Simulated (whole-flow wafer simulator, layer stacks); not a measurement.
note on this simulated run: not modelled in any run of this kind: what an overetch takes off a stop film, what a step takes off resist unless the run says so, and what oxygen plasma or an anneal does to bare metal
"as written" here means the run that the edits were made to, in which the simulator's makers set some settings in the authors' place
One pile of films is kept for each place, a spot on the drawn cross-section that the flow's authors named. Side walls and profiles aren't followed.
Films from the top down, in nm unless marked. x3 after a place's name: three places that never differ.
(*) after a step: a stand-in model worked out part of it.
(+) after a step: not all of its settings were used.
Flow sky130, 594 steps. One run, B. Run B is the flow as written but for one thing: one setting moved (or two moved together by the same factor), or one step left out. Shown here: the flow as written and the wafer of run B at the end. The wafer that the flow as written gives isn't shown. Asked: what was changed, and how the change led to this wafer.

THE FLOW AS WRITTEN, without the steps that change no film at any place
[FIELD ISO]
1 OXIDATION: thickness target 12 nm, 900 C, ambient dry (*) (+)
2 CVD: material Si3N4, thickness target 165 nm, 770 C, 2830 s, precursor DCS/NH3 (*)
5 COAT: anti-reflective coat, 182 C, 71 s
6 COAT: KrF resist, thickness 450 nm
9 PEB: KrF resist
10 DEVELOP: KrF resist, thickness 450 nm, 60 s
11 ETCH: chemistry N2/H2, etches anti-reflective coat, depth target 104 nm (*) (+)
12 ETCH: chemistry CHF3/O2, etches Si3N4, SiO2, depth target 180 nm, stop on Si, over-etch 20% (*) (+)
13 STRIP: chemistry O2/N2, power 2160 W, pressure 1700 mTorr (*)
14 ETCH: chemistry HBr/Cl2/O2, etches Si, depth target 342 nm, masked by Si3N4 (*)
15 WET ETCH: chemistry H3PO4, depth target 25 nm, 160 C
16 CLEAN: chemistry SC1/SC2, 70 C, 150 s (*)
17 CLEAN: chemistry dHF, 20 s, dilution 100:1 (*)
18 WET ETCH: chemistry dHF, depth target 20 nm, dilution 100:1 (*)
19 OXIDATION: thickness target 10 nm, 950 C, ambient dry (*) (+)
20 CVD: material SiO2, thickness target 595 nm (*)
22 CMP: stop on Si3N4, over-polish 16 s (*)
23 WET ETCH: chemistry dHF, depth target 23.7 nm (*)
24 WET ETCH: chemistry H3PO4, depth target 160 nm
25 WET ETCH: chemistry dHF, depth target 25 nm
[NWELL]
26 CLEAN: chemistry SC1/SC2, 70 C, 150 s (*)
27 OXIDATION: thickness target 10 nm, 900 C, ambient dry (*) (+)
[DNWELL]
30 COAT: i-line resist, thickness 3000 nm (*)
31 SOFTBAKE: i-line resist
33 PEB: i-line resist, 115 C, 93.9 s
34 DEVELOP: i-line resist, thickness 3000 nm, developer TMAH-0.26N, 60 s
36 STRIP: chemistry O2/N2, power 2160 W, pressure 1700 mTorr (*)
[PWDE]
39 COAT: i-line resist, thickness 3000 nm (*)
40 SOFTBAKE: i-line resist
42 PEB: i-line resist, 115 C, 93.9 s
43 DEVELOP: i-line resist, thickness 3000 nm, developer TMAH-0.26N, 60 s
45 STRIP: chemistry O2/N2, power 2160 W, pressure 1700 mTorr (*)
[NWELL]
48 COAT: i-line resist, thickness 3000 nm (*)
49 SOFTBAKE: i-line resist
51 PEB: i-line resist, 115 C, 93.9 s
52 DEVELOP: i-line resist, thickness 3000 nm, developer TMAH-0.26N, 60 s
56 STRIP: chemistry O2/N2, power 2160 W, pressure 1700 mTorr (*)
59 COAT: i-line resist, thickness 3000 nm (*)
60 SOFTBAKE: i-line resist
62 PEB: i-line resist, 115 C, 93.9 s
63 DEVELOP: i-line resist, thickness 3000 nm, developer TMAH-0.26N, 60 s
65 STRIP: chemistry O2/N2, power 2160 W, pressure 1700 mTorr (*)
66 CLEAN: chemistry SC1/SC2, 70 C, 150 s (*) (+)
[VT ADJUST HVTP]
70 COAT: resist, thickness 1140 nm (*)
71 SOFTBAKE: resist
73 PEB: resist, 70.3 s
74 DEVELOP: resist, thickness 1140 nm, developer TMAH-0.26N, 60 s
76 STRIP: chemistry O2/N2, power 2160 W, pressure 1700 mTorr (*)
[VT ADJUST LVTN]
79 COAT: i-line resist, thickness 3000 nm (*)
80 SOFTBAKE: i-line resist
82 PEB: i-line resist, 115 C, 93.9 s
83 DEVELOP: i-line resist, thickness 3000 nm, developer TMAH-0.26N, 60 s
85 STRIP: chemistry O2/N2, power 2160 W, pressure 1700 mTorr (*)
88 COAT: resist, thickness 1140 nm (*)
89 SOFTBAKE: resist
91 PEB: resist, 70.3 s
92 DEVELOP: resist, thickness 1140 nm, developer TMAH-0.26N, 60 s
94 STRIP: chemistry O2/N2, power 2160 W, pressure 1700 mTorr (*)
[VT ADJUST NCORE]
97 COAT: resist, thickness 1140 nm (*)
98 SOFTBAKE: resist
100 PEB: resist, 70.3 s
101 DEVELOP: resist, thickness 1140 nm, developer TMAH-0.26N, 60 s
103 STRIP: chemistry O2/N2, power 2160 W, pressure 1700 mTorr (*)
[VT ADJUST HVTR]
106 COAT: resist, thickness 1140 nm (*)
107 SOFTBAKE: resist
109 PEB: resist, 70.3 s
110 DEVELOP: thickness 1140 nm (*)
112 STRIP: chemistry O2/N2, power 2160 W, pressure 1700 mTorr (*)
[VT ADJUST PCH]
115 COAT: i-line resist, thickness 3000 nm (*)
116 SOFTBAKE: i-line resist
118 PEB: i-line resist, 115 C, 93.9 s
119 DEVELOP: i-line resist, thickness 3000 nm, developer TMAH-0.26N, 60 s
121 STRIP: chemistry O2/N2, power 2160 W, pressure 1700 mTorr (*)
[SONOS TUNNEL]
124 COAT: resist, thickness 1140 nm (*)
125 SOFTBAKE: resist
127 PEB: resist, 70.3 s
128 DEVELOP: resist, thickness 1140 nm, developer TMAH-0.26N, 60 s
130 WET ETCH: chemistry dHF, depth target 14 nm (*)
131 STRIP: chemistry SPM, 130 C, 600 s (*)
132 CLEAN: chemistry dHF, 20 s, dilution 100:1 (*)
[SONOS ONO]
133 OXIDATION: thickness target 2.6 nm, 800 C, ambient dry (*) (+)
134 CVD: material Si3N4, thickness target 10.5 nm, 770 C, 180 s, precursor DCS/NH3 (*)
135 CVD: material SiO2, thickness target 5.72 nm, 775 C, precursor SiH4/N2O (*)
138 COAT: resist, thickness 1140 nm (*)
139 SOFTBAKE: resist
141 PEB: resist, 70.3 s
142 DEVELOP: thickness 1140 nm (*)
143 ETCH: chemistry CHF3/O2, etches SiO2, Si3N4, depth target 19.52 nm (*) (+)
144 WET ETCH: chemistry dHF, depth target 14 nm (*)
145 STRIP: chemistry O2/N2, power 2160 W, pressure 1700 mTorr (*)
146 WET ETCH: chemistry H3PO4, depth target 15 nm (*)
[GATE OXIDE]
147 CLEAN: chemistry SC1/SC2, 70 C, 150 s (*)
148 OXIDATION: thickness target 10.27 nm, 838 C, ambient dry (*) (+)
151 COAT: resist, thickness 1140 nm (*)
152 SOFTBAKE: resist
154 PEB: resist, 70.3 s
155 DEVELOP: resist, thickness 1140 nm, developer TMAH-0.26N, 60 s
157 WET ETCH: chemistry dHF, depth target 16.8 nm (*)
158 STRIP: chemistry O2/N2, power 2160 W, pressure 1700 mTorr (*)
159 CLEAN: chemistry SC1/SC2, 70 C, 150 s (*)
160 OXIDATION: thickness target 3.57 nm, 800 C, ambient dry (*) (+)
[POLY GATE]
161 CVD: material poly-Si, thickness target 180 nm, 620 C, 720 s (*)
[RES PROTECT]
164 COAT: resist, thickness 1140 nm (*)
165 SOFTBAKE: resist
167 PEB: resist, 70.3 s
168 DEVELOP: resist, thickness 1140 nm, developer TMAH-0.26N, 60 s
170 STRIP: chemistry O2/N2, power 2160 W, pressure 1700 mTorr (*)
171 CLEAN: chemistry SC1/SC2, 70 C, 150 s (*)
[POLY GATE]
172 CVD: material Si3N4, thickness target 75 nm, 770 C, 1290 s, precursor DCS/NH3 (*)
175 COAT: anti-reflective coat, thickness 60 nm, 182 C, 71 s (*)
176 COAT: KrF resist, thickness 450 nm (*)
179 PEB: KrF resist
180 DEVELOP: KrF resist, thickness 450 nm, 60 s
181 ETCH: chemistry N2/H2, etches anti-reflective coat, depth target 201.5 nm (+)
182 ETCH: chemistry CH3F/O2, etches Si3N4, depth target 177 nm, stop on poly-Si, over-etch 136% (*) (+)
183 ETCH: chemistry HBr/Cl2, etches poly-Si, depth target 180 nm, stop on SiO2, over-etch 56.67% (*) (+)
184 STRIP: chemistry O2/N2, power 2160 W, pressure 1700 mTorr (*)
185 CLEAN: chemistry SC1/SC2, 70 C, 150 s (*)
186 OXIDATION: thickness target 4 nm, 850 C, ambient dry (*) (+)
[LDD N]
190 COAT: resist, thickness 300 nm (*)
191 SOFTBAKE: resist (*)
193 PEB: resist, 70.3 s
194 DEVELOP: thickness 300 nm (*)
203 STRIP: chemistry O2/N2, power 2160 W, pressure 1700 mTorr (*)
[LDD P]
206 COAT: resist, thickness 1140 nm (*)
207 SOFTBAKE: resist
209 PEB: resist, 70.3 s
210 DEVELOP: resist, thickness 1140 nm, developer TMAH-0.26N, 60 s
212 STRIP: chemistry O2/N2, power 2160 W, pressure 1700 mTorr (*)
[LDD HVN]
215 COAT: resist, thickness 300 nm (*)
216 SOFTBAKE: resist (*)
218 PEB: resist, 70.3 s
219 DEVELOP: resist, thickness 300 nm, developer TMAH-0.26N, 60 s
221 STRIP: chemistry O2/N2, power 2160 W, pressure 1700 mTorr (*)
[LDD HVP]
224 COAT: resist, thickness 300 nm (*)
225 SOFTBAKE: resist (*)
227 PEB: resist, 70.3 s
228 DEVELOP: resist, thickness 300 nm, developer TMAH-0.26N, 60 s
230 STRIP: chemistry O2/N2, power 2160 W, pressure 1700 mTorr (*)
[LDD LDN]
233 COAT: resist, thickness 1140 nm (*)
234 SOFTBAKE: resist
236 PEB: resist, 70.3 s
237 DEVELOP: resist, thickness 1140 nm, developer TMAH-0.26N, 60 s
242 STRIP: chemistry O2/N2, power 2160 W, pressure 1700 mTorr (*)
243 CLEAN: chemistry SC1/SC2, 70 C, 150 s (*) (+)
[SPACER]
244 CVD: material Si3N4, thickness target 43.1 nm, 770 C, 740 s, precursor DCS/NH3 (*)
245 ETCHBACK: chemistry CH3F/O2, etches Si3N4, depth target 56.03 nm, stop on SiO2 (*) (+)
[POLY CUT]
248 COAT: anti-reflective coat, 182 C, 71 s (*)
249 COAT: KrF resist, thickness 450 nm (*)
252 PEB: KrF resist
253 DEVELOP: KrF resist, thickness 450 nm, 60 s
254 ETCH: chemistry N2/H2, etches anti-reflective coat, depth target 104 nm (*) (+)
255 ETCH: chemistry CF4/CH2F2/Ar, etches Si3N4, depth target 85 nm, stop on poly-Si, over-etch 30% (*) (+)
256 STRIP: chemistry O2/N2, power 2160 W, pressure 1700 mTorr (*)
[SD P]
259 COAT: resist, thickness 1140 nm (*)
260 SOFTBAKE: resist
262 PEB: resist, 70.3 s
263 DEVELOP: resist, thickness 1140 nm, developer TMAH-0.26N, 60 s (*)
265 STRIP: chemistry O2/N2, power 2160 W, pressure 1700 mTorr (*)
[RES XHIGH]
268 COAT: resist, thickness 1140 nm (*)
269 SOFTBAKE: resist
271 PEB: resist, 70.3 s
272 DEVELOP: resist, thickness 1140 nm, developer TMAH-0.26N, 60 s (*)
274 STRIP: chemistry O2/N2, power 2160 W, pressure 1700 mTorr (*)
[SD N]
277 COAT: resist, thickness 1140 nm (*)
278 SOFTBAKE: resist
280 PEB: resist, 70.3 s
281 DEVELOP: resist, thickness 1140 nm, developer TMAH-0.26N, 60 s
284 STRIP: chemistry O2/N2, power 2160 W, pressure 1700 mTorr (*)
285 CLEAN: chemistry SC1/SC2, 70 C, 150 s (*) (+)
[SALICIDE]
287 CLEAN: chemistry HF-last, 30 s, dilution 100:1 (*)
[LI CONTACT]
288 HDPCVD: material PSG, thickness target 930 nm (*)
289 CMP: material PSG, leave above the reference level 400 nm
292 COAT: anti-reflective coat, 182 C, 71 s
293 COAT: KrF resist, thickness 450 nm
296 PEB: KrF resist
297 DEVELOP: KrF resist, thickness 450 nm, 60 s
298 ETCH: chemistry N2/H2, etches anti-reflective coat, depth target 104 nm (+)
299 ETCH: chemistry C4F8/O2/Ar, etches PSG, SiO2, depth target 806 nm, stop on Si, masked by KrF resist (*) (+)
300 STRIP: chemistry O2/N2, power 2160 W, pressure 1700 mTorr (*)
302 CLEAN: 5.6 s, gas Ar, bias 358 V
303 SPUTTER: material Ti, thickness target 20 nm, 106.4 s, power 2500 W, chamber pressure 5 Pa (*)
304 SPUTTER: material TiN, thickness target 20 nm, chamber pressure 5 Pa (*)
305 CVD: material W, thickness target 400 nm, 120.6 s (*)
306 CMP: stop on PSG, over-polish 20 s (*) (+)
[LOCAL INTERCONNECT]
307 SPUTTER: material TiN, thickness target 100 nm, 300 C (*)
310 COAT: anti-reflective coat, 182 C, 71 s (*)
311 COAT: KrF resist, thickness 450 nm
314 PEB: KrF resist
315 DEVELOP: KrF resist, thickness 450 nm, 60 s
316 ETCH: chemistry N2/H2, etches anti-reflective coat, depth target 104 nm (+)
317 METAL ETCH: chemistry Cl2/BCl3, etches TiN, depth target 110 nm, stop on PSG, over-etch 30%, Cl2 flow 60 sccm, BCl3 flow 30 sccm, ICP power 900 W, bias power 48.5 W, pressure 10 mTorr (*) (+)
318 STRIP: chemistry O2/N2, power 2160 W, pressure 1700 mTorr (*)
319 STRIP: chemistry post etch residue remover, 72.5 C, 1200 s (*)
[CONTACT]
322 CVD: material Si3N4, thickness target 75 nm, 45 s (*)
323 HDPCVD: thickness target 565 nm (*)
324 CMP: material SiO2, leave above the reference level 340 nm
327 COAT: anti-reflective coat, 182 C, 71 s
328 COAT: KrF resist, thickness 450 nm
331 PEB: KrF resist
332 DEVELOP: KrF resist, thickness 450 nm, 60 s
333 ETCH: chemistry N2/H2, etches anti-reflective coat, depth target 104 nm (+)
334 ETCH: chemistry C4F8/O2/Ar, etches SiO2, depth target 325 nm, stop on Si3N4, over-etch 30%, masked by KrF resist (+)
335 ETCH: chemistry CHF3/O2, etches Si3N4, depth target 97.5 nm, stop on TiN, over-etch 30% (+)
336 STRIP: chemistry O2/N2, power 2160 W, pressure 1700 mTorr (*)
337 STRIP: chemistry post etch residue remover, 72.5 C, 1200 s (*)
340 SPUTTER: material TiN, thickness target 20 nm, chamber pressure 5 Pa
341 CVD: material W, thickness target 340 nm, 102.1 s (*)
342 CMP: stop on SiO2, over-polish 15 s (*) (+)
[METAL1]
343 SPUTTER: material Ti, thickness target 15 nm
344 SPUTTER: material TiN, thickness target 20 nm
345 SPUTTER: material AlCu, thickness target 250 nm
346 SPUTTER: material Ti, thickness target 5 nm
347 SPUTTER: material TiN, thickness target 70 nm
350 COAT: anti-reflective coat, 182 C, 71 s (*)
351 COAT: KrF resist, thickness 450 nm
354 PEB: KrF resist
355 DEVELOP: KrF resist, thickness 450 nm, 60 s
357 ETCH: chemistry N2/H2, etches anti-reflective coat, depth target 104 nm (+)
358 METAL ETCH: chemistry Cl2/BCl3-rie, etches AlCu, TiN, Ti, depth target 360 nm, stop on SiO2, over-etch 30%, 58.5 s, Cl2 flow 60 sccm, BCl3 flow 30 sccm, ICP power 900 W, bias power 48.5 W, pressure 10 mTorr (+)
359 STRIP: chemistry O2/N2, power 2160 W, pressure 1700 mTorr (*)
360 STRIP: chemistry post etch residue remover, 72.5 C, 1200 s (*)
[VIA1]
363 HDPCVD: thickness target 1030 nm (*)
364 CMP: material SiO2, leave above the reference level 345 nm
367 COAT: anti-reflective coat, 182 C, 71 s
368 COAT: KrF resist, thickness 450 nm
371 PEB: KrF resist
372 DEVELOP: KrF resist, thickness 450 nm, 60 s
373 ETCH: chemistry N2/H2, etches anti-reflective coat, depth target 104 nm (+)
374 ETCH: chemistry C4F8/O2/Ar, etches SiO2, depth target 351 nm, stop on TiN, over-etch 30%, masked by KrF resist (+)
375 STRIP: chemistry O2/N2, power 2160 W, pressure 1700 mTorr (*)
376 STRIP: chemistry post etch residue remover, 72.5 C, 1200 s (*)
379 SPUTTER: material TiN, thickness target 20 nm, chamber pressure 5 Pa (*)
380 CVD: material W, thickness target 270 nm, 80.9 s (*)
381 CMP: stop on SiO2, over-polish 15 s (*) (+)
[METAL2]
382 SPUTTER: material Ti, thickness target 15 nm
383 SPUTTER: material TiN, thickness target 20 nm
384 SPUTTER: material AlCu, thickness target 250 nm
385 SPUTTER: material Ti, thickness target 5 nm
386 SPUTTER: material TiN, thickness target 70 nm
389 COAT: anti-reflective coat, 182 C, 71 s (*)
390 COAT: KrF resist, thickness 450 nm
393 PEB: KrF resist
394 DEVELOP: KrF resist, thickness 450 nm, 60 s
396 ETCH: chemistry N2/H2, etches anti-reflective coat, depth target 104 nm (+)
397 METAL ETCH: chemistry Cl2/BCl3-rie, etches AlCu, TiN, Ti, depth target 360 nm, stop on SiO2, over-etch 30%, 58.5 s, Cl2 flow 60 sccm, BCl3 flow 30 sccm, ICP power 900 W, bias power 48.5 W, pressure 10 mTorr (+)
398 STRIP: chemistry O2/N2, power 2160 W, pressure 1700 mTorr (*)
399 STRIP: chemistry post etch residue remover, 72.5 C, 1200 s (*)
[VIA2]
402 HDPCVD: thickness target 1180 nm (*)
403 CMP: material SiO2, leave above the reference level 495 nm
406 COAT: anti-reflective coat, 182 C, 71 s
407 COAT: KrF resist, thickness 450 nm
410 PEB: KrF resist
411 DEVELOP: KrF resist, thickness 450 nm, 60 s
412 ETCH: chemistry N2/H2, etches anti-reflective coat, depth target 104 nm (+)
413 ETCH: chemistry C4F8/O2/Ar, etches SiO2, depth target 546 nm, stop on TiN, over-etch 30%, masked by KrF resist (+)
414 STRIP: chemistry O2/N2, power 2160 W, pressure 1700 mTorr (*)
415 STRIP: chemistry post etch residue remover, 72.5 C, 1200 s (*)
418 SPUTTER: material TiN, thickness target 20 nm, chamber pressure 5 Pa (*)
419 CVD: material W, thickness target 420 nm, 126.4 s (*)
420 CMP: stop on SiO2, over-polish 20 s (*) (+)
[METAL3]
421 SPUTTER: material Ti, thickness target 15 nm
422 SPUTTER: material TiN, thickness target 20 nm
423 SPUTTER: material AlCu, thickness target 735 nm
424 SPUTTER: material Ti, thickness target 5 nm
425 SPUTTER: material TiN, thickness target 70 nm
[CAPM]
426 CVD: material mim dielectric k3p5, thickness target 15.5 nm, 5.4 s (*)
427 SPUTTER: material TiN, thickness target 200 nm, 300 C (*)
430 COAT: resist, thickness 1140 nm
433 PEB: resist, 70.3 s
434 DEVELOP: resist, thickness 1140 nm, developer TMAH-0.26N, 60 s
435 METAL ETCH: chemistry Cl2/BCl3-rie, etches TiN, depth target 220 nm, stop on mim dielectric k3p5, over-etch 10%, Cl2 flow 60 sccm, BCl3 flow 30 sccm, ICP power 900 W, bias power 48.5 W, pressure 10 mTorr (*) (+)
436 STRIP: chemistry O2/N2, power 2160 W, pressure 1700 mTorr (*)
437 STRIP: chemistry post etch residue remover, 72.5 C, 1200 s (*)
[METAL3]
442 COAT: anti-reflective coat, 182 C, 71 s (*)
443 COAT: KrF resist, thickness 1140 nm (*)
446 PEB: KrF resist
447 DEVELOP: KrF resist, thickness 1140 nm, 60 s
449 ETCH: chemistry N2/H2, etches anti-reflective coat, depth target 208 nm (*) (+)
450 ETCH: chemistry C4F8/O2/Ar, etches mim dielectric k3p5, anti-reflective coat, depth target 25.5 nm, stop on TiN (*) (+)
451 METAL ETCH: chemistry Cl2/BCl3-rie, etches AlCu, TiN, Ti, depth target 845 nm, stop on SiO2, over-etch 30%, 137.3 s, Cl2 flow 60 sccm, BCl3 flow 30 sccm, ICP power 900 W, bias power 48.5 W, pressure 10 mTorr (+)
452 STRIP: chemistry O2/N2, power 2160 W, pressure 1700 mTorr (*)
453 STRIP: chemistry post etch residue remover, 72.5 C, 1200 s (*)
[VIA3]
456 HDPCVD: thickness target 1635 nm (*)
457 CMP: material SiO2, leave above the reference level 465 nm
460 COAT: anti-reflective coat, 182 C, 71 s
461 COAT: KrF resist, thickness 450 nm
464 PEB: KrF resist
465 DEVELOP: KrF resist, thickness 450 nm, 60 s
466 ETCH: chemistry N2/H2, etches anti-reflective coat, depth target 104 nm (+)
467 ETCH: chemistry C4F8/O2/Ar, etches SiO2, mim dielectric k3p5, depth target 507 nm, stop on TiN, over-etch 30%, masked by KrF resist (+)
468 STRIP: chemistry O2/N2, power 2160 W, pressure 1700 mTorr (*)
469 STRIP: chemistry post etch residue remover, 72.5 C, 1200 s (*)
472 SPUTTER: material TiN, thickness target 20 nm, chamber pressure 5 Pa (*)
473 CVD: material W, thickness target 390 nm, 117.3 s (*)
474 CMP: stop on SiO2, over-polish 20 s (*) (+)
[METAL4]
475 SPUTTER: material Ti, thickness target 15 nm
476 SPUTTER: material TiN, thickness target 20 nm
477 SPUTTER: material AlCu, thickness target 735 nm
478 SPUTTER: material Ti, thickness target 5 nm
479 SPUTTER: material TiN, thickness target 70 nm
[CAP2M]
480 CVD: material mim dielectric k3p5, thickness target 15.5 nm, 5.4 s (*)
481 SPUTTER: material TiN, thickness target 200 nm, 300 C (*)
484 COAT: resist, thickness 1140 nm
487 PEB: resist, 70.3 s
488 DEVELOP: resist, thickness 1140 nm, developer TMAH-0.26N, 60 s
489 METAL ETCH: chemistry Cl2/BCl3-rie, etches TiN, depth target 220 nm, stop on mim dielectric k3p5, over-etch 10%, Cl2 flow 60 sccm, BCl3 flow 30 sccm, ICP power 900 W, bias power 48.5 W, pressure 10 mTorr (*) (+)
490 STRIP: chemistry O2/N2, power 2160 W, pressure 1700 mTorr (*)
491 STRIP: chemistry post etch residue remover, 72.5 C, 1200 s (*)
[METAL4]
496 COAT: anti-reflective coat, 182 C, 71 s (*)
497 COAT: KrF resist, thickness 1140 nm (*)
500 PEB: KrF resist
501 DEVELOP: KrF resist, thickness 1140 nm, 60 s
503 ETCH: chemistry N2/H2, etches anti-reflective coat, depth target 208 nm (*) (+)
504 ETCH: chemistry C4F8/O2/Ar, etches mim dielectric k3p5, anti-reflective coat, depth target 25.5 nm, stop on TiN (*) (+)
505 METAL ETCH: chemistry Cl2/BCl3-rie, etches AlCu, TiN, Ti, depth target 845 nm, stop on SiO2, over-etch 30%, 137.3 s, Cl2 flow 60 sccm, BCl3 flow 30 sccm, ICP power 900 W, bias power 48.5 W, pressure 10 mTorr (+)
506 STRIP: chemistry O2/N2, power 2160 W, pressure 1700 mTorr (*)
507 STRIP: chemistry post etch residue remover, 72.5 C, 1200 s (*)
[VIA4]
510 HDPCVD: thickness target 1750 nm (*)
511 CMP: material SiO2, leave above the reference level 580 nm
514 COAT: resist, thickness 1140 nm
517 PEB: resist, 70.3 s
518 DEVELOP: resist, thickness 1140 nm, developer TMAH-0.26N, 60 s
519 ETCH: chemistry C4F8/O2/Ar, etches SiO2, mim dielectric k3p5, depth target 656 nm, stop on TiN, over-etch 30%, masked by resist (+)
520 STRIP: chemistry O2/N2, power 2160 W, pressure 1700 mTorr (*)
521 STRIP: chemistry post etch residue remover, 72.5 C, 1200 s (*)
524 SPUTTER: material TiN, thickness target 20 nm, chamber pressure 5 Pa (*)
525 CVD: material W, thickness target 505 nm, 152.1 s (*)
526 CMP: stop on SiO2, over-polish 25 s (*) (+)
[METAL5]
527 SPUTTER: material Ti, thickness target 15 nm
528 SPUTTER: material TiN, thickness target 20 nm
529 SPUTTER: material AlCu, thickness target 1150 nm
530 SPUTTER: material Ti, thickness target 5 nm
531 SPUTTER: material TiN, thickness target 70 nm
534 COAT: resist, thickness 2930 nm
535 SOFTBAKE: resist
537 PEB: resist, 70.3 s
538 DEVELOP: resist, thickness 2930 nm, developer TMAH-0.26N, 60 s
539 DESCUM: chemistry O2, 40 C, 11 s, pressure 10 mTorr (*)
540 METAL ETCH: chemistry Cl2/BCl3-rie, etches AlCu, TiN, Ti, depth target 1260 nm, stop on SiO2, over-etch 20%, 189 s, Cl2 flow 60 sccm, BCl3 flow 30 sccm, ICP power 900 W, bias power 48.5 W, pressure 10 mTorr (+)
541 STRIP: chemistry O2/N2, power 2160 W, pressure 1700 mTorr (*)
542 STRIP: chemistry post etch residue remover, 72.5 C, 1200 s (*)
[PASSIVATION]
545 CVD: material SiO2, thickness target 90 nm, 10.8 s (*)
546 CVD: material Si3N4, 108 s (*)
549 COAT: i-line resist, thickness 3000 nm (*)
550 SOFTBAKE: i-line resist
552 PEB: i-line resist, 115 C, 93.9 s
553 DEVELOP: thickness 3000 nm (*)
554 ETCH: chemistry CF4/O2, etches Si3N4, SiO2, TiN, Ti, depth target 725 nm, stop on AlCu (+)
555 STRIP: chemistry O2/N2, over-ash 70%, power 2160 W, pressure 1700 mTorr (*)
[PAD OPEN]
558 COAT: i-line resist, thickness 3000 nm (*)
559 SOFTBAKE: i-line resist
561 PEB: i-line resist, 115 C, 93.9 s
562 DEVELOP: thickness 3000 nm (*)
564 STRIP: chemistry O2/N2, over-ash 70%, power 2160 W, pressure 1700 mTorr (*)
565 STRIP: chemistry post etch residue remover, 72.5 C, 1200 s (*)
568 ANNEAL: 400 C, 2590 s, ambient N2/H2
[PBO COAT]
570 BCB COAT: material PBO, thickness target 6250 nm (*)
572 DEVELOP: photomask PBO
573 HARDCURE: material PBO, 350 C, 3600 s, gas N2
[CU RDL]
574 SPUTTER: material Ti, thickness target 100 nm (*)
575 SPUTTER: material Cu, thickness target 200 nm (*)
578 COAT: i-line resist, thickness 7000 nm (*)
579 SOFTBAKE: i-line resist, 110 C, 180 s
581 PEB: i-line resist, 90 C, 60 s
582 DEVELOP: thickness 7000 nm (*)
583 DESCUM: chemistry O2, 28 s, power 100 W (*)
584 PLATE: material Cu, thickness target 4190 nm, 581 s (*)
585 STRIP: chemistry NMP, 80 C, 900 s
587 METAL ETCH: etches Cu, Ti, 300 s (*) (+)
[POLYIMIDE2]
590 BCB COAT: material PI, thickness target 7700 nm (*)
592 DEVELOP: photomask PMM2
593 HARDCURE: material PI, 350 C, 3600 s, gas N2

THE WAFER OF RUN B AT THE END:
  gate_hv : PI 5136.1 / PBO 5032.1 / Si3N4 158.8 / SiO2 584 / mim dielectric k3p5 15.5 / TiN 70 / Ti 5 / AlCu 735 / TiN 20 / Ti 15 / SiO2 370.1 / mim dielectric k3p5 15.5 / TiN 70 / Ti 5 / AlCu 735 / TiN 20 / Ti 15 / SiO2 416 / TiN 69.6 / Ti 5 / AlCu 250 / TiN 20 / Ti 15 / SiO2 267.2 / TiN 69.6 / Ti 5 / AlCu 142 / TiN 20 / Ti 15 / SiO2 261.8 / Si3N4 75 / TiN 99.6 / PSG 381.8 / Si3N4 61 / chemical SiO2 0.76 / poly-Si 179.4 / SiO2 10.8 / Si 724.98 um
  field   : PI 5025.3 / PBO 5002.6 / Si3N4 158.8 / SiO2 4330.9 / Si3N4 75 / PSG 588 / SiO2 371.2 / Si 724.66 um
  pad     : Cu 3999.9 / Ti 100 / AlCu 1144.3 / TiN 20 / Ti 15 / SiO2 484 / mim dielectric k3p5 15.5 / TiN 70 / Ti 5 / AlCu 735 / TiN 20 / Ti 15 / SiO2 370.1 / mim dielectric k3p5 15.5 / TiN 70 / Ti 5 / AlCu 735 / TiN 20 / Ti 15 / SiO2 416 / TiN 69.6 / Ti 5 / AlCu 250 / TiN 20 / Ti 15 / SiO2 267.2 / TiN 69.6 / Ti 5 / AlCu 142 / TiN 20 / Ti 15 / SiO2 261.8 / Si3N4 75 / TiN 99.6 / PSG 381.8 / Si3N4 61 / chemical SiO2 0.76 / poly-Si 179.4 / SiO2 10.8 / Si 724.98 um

The cause: step 345, SPUTTER: thickness target 142 nm was run, where the flow has thickness target 250 nm.
It can be read off the wafer: gate_hv has AlCu 142, and step 345 as written asks for 250 nm.

How the change led to this, step by step:
  345 SPUTTER: material AlCu, thickness target 250 nm
      field, active, n_well and 188 more: AlCu +142 (new film) (as written it would be: AlCu +250 (new film))
  358 METAL ETCH: chemistry Cl2/BCl3-rie, etches AlCu, TiN, Ti, depth target 360 nm, stop on SiO2, over-etch 30%, 58.5 s, Cl2 flow 60 sccm, BCl3 flow 30 sccm, ICP power 900 W, bias power 48.5 W, pressure 10 mTorr (+)
      field, active, gate and 81 more: TiN -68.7 (all of it), Ti -5 (all of it), AlCu -142 (all of it), TiN -20 (all of it), Ti -15 (all of it), SiO2 -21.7 (as written it would be: TiN -68.7 (all of it), Ti -5 (all of it), AlCu -250 (all of it), TiN -20 (all of it), Ti -15 (all of it), SiO2 -10.9)
  364 CMP: material SiO2, leave above the reference level 345 nm
      field, active, gate and 81 more: SiO2 -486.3 (as written it would be: SiO2 -389.1)
